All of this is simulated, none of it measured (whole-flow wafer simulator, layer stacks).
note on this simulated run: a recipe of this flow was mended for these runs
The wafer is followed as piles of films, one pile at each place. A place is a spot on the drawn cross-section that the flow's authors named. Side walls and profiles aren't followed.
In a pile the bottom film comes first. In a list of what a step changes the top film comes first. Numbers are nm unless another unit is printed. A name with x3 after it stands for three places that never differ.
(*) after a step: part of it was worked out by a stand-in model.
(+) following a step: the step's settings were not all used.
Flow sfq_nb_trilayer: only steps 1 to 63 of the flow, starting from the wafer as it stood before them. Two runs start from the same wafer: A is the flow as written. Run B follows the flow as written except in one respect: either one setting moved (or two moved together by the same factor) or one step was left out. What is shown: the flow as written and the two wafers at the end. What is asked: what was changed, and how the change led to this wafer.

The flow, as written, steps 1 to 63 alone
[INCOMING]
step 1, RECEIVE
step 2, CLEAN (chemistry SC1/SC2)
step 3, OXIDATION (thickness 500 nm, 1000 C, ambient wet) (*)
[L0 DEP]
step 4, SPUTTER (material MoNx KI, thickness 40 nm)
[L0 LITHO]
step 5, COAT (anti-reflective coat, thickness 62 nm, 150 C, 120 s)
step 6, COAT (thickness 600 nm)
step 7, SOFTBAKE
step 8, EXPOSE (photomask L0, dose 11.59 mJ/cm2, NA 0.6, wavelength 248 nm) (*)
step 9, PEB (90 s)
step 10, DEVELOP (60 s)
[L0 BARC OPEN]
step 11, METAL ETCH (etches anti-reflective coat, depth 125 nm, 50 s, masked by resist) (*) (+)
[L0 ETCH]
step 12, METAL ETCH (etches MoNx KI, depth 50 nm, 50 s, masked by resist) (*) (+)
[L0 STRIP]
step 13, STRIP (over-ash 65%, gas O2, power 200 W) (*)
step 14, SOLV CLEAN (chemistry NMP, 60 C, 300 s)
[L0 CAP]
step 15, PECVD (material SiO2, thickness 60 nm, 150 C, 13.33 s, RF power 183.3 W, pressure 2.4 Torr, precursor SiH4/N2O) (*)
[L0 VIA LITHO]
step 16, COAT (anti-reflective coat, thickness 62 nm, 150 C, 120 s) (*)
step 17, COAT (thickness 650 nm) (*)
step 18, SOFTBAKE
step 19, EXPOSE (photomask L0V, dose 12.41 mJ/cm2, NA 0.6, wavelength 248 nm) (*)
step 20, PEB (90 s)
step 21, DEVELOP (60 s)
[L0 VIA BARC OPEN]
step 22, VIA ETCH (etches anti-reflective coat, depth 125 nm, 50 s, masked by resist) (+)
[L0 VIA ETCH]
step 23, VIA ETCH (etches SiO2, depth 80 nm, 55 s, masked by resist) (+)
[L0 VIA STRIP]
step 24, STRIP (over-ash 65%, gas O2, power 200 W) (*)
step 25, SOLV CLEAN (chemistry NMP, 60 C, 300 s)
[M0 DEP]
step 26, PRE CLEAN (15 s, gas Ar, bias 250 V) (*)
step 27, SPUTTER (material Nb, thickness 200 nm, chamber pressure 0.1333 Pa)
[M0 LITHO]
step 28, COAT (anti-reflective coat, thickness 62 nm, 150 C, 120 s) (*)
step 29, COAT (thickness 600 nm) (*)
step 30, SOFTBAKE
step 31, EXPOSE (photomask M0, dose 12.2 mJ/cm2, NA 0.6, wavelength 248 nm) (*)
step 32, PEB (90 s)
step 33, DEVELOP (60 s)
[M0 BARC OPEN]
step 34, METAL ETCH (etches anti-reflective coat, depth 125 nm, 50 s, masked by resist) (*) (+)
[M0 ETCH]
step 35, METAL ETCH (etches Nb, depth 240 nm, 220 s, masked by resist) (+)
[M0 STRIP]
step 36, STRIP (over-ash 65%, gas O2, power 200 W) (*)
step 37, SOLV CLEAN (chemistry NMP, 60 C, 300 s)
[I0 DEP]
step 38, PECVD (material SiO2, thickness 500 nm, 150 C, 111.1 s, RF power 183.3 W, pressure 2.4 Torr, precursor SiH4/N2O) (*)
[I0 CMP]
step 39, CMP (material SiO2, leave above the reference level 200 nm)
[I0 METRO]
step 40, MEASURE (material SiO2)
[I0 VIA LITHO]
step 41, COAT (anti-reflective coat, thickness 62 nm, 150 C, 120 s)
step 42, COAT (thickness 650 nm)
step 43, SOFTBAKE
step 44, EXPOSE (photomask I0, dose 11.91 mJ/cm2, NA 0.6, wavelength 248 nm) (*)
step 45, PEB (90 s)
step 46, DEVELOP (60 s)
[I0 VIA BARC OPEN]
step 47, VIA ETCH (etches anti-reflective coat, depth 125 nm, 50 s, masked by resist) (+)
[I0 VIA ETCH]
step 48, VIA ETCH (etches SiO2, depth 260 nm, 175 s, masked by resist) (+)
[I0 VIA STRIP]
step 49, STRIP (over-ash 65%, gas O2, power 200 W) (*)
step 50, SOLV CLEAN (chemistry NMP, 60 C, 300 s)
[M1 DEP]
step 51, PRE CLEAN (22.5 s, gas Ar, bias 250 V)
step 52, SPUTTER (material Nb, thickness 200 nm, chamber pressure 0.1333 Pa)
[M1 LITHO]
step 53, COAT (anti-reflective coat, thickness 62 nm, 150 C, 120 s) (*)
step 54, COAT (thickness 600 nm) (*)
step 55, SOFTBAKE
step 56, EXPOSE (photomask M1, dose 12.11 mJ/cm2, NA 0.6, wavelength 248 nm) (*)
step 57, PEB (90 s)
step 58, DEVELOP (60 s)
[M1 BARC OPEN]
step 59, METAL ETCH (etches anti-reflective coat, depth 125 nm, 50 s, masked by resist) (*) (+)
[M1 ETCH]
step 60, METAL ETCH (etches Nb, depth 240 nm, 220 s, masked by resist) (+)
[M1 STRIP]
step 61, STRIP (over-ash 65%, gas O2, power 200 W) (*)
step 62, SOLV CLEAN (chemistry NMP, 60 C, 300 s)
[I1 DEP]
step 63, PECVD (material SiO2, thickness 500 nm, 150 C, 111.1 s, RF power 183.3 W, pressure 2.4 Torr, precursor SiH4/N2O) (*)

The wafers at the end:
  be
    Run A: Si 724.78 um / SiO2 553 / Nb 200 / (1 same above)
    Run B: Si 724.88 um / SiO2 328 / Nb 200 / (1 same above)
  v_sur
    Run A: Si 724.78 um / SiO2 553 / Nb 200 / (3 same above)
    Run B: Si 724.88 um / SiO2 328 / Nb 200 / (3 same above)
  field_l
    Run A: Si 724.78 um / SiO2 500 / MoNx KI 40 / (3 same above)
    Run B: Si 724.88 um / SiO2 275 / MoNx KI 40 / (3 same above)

Cause: step 3, OXIDATION: thickness 275 nm was run, though the flow has thickness 500 nm.
One can read it off the wafer: field_l has SiO2 275, and step 3 as written asks for 500 nm.

Step by step, how the change led to this:
  step 3, OXIDATION (thickness 500 nm, 1000 C, ambient wet) (*)
      field_l, v_sur, via_wl and 103 more: A +500 SiO2 (new film), -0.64 chemical SiO2 (all of it), -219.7 Si | B +275 SiO2 (new film), -0.64 chemical SiO2 (all of it), -120.7 Si
